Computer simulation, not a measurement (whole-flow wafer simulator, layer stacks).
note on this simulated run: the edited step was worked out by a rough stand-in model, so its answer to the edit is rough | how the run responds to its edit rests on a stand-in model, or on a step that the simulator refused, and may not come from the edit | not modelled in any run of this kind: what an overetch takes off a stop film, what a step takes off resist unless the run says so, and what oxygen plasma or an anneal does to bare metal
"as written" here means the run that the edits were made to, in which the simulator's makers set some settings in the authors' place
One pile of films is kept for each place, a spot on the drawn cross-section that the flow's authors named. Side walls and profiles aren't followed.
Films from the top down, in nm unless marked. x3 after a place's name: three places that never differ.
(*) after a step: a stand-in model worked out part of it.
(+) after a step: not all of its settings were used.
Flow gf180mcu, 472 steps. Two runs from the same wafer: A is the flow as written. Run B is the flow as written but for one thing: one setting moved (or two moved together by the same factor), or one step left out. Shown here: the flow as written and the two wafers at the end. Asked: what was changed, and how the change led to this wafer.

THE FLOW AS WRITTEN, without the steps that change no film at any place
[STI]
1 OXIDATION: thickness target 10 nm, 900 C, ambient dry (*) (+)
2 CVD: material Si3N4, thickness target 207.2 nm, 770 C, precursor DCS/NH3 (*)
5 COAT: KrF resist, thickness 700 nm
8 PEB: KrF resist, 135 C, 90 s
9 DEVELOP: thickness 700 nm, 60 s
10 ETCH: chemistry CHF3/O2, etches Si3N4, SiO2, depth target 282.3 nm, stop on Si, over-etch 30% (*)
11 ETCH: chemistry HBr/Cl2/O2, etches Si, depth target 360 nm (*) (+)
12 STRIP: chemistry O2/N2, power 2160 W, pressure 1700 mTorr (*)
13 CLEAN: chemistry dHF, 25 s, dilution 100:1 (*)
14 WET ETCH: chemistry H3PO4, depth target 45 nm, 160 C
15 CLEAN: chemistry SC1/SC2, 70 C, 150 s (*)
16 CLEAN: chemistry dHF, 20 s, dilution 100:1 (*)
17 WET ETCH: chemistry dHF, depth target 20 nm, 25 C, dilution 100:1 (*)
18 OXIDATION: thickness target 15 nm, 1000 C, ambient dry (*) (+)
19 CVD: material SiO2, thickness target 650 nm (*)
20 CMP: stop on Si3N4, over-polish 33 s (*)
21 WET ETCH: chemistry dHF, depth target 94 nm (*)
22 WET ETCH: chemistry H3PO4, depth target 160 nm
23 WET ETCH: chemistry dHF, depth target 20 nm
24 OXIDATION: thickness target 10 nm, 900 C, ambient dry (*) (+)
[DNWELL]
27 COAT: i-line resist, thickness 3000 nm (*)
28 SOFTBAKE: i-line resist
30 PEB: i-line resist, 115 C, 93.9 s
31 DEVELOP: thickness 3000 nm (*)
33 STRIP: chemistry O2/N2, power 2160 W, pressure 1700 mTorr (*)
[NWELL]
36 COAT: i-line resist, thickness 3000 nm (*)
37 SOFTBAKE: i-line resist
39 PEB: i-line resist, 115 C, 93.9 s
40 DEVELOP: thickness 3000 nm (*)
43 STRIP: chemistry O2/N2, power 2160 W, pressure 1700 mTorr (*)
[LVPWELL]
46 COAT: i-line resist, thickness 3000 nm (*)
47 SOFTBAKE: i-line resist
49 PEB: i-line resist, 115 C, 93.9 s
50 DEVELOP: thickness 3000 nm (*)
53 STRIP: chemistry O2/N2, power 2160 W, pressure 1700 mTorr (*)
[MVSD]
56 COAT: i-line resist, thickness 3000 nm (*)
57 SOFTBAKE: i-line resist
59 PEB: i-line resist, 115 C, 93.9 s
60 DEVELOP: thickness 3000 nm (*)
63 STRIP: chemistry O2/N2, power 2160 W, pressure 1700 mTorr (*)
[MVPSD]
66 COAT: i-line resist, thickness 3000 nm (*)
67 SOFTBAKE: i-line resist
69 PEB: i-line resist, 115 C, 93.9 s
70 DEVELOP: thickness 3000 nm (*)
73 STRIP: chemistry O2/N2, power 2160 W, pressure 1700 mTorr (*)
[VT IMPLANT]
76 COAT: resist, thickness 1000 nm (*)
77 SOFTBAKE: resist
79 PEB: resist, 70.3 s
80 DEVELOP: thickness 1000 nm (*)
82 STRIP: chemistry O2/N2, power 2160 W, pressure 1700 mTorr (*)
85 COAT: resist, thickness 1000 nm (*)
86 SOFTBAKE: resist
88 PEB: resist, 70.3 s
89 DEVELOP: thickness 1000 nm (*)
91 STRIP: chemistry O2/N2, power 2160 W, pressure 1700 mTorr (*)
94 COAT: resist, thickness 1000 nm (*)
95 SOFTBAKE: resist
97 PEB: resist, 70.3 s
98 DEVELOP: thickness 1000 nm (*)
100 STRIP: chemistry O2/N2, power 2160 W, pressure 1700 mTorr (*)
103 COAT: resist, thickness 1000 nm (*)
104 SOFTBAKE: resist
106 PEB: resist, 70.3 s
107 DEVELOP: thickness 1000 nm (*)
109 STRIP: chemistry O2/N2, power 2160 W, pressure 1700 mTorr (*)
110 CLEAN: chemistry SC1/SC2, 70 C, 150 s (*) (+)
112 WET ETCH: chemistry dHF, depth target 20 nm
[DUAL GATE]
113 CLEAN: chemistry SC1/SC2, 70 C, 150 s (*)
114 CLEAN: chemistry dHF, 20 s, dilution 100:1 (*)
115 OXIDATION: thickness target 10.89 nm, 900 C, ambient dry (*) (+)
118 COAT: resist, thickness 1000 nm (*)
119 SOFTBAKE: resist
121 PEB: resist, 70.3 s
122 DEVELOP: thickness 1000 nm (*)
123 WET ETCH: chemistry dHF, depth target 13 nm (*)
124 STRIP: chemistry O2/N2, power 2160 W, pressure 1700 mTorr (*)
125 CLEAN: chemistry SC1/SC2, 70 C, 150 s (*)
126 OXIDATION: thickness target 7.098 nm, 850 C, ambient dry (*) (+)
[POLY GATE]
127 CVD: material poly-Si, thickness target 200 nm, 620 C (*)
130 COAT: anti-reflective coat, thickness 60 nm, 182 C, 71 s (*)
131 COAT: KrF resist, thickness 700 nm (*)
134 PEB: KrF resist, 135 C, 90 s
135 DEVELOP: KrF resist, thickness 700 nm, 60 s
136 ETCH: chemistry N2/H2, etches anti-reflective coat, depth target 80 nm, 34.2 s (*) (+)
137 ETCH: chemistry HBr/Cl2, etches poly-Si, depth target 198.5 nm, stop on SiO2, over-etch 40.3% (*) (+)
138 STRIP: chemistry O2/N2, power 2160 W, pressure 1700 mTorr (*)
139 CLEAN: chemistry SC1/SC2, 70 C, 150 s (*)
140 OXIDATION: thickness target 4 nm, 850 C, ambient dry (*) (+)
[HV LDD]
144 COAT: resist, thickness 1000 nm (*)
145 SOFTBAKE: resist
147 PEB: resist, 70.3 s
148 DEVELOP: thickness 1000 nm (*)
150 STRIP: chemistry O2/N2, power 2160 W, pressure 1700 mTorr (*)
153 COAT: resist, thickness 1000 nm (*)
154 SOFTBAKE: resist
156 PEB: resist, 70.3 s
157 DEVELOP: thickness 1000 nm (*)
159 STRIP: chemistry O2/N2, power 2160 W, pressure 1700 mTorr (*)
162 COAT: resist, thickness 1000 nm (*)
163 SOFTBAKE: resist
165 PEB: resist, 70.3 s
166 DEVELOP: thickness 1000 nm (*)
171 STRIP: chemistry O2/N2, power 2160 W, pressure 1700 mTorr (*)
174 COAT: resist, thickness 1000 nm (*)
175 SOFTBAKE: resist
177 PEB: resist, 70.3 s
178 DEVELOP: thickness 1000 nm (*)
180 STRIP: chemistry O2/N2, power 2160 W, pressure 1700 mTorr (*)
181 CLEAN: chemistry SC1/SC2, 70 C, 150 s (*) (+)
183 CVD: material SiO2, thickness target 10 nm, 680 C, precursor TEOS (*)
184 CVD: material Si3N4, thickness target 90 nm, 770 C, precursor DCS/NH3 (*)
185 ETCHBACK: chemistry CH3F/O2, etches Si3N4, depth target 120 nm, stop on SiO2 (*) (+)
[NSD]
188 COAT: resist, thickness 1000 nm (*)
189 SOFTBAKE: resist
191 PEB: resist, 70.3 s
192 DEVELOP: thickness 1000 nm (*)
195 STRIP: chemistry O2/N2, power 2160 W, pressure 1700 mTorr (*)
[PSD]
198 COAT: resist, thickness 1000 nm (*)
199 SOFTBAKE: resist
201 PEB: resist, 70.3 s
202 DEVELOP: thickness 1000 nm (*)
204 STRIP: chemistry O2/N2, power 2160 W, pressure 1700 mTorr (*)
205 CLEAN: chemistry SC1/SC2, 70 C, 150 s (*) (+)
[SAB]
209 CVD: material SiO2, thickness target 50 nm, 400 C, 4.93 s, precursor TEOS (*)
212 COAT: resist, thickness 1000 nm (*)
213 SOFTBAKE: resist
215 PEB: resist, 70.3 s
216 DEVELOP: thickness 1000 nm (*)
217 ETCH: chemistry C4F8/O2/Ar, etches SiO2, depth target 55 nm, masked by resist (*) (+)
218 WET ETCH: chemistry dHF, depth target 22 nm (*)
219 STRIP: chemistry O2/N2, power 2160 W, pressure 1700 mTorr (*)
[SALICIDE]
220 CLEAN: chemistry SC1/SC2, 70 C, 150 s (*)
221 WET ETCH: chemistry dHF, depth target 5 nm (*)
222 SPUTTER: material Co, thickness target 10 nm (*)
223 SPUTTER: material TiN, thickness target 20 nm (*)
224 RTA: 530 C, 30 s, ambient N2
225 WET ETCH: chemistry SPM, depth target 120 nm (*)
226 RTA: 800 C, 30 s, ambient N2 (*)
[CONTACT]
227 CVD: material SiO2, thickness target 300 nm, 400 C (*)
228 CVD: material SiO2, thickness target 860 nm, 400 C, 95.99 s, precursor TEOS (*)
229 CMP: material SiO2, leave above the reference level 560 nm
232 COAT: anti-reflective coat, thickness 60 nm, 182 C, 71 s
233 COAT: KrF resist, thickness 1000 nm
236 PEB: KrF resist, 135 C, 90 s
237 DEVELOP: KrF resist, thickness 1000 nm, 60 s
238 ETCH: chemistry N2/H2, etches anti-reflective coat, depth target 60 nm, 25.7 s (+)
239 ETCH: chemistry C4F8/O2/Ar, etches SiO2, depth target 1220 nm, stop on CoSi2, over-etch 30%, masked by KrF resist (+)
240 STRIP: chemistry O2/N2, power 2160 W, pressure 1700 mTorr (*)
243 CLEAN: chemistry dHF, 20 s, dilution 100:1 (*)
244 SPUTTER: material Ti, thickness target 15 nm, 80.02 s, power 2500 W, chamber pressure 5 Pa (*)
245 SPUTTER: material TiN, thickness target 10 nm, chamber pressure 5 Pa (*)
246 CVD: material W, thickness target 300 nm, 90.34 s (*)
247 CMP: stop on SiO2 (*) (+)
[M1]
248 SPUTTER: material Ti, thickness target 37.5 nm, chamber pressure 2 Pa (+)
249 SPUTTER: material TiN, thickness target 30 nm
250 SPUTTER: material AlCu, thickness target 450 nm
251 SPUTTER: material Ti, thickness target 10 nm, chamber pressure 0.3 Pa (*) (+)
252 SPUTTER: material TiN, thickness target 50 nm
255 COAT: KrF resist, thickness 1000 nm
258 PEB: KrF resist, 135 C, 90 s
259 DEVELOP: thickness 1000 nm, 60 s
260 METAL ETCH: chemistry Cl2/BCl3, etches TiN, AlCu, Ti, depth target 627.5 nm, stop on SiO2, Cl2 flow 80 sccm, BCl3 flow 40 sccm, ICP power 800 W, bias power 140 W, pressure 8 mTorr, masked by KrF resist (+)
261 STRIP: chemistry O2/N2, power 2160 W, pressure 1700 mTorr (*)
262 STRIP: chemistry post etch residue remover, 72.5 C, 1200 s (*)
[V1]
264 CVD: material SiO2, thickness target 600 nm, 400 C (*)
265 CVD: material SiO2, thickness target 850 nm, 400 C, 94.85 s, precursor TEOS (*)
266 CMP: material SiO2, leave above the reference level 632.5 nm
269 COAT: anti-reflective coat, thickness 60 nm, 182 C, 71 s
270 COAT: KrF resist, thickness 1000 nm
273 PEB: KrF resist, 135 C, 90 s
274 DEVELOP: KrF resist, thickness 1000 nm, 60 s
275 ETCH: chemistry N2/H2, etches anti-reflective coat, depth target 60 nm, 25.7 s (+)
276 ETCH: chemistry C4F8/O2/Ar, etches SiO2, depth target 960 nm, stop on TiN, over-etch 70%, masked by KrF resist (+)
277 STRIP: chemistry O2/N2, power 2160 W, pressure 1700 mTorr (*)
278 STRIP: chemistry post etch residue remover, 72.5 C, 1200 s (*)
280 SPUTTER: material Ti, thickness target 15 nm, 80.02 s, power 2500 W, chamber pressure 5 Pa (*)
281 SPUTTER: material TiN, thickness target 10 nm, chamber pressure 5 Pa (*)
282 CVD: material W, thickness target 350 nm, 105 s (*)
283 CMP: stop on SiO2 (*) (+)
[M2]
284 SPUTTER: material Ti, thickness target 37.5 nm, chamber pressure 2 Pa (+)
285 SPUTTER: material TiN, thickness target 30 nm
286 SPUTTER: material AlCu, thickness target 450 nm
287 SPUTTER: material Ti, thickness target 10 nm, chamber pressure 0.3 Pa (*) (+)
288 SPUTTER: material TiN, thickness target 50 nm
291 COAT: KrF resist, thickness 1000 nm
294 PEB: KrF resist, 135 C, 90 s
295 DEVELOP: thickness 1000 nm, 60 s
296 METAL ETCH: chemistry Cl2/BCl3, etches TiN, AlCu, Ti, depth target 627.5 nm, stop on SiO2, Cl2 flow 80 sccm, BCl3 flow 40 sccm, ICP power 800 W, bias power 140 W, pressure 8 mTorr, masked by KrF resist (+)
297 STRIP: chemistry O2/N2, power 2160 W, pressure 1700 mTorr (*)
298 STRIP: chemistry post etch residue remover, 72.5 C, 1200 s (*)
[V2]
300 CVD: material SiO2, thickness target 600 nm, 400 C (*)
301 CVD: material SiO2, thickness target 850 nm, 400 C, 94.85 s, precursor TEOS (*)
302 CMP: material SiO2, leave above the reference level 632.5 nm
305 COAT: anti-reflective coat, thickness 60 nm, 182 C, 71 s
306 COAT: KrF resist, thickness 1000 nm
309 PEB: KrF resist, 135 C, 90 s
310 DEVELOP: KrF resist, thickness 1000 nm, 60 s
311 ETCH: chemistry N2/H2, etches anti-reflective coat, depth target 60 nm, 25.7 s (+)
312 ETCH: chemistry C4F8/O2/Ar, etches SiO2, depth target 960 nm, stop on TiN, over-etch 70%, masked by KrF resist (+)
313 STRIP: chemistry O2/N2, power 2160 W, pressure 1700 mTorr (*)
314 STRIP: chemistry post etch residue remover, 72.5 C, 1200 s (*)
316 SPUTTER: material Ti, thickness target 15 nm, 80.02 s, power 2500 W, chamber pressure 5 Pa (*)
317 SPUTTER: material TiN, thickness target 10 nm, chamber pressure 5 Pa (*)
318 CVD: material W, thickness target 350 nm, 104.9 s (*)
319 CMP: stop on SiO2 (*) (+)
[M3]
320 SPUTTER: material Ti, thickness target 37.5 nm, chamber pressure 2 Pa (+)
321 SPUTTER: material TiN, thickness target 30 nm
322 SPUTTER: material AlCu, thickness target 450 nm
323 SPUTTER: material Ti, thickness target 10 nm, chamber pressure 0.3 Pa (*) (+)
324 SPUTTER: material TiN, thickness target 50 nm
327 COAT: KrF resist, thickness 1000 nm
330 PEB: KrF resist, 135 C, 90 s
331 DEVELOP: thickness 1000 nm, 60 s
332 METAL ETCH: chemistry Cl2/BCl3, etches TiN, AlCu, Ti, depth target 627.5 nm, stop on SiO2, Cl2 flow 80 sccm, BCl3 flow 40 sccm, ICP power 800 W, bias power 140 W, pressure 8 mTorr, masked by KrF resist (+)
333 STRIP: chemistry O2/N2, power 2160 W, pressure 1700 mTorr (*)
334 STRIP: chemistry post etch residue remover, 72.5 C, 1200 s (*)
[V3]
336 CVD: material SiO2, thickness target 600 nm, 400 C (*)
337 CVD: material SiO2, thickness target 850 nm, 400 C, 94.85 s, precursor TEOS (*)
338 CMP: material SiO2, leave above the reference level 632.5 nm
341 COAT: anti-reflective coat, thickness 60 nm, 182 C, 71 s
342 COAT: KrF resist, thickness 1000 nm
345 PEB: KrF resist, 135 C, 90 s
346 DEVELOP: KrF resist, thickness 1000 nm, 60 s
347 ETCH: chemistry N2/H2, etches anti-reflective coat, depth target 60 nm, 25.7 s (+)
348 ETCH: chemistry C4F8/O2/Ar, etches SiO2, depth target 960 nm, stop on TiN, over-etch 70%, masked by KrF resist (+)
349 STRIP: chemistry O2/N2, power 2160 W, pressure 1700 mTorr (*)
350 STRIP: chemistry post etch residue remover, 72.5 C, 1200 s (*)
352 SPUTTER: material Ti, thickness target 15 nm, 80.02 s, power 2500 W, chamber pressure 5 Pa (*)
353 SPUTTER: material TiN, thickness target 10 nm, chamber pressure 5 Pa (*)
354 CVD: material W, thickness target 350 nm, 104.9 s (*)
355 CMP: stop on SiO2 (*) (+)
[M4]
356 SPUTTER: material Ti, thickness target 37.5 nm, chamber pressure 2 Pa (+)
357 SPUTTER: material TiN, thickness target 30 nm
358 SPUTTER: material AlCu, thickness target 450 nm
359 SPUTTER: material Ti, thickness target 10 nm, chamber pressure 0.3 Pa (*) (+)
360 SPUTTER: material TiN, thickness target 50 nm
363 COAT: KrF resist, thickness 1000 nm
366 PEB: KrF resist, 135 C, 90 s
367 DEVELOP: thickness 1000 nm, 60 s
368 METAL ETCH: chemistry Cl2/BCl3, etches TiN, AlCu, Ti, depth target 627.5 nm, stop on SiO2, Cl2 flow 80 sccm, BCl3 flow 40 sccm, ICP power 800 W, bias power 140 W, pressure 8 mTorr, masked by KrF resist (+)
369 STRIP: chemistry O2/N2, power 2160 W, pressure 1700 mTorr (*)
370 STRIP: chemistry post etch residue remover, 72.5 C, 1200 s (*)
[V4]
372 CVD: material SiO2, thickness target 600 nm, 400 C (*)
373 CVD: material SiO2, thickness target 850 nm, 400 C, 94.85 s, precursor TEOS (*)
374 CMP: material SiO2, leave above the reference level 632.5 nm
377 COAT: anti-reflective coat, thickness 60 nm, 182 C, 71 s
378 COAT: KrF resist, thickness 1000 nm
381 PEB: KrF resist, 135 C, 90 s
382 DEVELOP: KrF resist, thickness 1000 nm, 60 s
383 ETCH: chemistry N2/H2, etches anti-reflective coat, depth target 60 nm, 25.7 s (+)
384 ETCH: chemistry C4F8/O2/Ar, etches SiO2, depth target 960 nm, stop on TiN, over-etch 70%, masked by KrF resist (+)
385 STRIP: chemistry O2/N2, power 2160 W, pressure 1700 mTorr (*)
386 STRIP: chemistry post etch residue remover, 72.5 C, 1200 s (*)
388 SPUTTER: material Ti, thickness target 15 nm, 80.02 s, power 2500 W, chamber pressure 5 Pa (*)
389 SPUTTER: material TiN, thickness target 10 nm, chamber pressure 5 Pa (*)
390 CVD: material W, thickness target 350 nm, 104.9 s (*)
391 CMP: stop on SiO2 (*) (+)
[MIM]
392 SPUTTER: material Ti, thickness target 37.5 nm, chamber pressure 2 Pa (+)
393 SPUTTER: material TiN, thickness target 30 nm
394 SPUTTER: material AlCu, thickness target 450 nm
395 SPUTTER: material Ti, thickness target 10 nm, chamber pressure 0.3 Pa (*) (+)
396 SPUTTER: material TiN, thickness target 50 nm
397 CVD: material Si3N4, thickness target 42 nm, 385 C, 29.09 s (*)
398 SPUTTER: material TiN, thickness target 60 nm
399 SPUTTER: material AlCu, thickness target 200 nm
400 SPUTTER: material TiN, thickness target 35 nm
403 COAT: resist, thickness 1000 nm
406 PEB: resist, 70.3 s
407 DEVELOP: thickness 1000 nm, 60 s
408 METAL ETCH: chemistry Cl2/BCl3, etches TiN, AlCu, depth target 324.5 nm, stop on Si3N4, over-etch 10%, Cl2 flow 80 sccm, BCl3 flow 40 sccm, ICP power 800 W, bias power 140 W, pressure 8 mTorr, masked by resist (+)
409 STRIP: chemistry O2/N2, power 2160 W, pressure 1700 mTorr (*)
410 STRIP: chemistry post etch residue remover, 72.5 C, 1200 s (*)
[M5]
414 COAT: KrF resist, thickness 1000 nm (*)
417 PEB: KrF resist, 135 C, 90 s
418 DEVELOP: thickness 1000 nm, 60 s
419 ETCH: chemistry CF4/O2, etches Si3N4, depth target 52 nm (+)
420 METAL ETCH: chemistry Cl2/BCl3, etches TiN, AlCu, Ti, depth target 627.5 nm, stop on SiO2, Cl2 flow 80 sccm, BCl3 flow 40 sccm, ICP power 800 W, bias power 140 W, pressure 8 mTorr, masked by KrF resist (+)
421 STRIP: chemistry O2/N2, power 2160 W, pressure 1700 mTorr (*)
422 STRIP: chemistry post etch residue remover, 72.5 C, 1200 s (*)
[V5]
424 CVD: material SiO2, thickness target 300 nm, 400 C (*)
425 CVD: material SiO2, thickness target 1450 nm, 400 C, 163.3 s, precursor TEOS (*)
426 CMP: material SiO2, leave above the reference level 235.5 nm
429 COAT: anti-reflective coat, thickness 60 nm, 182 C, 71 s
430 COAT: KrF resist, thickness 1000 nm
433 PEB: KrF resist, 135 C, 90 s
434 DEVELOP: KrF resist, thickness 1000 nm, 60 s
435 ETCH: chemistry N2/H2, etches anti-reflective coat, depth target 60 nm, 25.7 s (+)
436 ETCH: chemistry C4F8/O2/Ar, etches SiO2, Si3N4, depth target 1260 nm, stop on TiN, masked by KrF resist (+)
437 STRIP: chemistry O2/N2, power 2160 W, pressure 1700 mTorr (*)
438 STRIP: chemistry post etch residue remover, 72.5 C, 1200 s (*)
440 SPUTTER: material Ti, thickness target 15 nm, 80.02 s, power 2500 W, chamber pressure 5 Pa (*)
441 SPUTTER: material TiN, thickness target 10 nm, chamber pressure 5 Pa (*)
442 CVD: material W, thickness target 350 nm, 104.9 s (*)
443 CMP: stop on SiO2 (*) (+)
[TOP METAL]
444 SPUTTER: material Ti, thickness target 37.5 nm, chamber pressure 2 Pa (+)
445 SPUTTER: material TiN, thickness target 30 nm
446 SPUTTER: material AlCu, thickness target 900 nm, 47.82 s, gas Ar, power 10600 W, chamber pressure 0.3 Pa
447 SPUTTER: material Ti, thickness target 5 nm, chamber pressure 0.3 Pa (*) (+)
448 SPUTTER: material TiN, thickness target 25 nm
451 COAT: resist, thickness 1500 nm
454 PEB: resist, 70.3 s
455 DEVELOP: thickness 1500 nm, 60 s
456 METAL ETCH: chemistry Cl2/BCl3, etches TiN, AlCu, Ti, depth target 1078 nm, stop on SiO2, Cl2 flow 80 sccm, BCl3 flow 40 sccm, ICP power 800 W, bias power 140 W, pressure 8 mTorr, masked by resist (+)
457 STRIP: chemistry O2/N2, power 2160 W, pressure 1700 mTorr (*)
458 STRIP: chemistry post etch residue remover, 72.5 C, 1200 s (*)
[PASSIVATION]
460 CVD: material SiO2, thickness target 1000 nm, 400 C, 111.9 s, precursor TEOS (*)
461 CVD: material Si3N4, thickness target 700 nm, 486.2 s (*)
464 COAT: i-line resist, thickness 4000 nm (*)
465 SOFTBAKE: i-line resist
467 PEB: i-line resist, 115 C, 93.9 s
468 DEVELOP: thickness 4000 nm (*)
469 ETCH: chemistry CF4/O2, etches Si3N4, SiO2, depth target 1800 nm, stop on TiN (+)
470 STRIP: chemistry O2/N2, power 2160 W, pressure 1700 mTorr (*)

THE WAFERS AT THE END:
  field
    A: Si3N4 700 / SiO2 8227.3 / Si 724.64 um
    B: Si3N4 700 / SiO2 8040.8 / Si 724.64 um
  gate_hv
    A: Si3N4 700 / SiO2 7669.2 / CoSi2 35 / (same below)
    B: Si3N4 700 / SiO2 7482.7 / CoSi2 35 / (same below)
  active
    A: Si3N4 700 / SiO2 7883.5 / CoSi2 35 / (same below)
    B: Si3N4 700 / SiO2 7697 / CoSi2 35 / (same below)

The cause: step 460, CVD: thickness target 810 nm was run, where the flow has thickness target 1000 nm; step 460, CVD: 90.68 s was run, where the flow has 111.9 s.

How the change led to this, step by step:
  460 CVD: material SiO2, thickness target 1000 nm, 400 C, 111.9 s, precursor TEOS (*)
      field, field__w1, field__w2 and 103 more: A SiO2 +1000 | B SiO2 +813.5
      field__w8, contact, m1, m1__w1, pad, m1_nw: A SiO2 +1000 (new film) | B SiO2 +813.5 (new film)
  465 SOFTBAKE: i-line resist
      gate: A i-line resist +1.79 | B i-line resist -0.33
      ld_acc_p, ld_fp_p, ld_drift_p: A i-line resist +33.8 | B i-line resist +27
      (and at 57 more places)
  469 ETCH: chemistry CF4/O2, etches Si3N4, SiO2, depth target 1800 nm, stop on TiN (+)
      pad: A Si3N4 -700 (all of it), SiO2 -1000 (all of it) | B Si3N4 -700 (all of it), SiO2 -813.5 (all of it)
